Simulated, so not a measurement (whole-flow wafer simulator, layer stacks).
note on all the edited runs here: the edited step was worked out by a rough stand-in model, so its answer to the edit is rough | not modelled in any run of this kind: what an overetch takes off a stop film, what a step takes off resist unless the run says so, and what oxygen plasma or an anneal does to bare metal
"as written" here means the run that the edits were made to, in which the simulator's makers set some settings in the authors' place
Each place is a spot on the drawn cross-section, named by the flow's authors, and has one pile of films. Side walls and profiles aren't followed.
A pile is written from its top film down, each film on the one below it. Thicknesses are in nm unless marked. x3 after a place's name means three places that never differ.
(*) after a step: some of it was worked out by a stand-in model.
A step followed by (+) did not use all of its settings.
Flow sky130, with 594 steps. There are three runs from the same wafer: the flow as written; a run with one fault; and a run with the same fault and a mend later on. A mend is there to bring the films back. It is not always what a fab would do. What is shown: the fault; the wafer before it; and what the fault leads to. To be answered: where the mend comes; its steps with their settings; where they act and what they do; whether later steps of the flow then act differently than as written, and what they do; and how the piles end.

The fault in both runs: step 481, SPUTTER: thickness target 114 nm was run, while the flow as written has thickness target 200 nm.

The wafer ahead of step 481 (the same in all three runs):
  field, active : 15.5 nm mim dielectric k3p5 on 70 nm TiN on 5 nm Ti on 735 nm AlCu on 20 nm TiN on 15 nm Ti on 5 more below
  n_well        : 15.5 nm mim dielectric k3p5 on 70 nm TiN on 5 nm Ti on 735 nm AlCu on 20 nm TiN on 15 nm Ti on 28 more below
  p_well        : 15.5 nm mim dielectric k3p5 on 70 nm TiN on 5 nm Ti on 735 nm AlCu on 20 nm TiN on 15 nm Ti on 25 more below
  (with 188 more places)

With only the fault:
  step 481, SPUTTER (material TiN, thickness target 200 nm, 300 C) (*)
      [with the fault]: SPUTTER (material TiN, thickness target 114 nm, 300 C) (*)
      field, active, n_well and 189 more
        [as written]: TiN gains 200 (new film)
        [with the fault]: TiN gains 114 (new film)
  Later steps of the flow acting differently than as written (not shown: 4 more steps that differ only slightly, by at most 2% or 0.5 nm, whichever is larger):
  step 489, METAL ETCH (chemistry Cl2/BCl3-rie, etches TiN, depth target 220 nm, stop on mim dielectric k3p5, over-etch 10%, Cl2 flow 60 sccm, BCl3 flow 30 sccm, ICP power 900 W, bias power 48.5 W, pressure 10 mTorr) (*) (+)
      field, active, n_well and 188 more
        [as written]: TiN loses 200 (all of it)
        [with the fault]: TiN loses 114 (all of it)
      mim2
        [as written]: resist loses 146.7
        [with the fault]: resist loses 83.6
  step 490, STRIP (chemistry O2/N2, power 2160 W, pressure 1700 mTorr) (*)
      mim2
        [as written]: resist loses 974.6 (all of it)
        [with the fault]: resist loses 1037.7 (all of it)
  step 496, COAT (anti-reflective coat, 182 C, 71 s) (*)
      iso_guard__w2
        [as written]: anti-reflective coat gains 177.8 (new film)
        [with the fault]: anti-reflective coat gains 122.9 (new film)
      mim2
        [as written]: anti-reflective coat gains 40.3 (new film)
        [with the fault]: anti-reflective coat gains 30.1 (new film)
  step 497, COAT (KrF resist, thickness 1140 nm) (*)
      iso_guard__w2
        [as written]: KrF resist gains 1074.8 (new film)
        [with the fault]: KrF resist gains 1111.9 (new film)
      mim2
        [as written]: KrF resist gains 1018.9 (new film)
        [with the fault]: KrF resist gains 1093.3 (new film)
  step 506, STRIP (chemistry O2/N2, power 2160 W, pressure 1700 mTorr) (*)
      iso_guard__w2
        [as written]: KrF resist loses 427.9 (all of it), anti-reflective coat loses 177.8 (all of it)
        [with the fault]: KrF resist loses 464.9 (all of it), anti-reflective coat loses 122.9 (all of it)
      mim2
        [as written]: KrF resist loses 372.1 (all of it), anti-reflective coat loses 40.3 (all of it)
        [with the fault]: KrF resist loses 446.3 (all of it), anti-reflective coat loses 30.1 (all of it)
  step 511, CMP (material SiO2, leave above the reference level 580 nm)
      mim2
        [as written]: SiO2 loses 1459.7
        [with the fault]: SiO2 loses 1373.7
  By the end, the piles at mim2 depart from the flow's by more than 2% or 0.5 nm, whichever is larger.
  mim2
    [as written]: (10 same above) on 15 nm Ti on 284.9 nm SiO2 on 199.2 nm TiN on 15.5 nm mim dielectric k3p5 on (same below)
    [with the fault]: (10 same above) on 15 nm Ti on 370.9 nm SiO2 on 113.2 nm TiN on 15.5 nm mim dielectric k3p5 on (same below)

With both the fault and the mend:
  The mend follows step 481.
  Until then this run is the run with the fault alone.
  step 481a, SPUTTER (material TiN, thickness target 86 nm, 300 C) (*) (the flow's step 481 again, with other settings)
      field, active, n_well and 189 more
        TiN gains 86
  Every later step of the flow that is run acts as written at every place that is followed.
  By the end, the piles equal the flow's at every place that both follow.
